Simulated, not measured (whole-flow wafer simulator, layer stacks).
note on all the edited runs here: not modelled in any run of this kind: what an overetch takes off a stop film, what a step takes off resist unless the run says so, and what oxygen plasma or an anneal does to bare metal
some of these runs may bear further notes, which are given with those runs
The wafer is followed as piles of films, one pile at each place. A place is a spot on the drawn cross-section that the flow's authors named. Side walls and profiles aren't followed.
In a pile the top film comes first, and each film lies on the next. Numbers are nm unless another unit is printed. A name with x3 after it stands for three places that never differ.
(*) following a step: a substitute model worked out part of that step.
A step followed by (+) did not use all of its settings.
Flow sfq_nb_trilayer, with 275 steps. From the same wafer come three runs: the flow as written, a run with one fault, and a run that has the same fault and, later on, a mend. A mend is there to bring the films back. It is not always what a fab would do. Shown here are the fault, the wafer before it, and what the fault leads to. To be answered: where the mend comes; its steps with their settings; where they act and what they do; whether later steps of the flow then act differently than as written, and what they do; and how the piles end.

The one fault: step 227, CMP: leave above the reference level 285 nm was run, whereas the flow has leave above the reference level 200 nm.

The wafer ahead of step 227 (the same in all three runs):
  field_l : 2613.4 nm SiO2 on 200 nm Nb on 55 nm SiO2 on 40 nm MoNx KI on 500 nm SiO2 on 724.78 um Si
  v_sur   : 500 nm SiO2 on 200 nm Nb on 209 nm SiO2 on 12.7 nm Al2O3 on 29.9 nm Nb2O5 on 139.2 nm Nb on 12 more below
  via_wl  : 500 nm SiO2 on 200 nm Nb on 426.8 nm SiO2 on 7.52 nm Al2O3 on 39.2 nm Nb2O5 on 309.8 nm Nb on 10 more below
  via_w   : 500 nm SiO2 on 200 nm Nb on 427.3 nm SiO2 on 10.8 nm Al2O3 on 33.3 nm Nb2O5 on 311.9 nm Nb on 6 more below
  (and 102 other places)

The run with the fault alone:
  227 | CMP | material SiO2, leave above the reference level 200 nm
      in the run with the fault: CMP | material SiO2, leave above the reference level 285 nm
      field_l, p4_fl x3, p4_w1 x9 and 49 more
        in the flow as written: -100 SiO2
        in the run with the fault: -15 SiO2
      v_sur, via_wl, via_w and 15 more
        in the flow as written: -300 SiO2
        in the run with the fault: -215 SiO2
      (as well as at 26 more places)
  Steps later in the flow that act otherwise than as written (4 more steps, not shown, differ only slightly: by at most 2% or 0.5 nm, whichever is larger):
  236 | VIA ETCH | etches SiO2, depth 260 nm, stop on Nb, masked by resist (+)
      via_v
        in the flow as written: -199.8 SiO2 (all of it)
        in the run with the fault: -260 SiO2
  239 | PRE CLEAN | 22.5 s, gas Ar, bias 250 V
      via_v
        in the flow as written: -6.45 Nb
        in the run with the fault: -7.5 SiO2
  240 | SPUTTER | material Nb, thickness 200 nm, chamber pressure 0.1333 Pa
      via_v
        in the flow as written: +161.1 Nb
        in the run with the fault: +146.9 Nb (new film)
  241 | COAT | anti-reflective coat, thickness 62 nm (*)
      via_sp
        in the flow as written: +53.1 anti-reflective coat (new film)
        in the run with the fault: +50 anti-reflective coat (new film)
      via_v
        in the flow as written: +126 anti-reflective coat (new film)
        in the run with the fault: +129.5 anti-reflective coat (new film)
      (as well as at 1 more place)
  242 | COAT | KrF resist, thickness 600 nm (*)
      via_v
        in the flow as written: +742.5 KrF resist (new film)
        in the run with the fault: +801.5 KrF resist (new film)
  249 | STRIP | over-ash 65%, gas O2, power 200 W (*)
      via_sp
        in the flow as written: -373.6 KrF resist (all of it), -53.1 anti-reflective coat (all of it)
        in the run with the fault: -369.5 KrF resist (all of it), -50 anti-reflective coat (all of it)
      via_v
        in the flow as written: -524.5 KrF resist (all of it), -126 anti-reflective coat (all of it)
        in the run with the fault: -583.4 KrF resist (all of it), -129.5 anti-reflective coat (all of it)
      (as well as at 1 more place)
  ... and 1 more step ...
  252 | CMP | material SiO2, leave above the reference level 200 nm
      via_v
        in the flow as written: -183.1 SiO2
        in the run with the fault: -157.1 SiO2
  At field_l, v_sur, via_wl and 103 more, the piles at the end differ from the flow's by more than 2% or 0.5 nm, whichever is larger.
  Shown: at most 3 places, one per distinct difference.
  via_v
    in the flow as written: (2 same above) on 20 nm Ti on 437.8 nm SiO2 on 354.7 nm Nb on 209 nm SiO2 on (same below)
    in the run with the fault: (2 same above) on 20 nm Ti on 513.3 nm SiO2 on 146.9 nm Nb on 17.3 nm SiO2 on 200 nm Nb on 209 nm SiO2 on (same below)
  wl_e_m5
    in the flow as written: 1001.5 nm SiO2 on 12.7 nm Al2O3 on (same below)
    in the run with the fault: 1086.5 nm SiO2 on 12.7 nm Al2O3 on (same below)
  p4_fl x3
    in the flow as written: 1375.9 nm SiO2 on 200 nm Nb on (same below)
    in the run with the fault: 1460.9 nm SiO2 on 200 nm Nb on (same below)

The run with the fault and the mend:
  The mend follows step 234.
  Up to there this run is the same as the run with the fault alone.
  234a | STRIP | over-ash 65%, gas O2, power 200 W (*)
      field_l, v_sur, via_wl and 102 more
        -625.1 KrF resist (all of it), -62 anti-reflective coat (all of it)
      via_v
        -62 anti-reflective coat (all of it)
  234b | CMP | material SiO2, leave above the reference level 200 nm (the flow's step 227 again)
      field_l, v_sur, via_wl and 103 more
        -85 SiO2
  234c | COAT | anti-reflective coat, thickness 62 nm (the flow's step 229 again)
      field_l, v_sur, via_wl and 103 more
        +62 anti-reflective coat (new film)
  234d | COAT | KrF resist, thickness 650 nm (the flow's step 230 again)
      field_l, v_sur, via_wl and 103 more
        +650 KrF resist (new film)
  234e | SOFTBAKE | KrF resist (the flow's step 231 again)
      alters no film at any place that is followed
  234f | EXPOSE | photomask I6, dose 11.91 mJ/cm2, NA 0.6, wavelength 248 nm (*) (the flow's step 232 again)
      alters no film at any place that is followed
  234g | PEB | KrF resist, 90 s (the flow's step 233 again)
      field_l, v_sur, via_wl and 103 more
        -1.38 KrF resist
  234h | DEVELOP | KrF resist, thickness 650 nm, 60 s (the flow's step 234 again)
      field_l, v_sur, via_wl and 102 more
        -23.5 KrF resist
      via_v
        -648.6 KrF resist (all of it)
  Later steps of the flow that are run all act as written at every place that is followed.
  At every place that both follow, the piles at the end match the flow's.
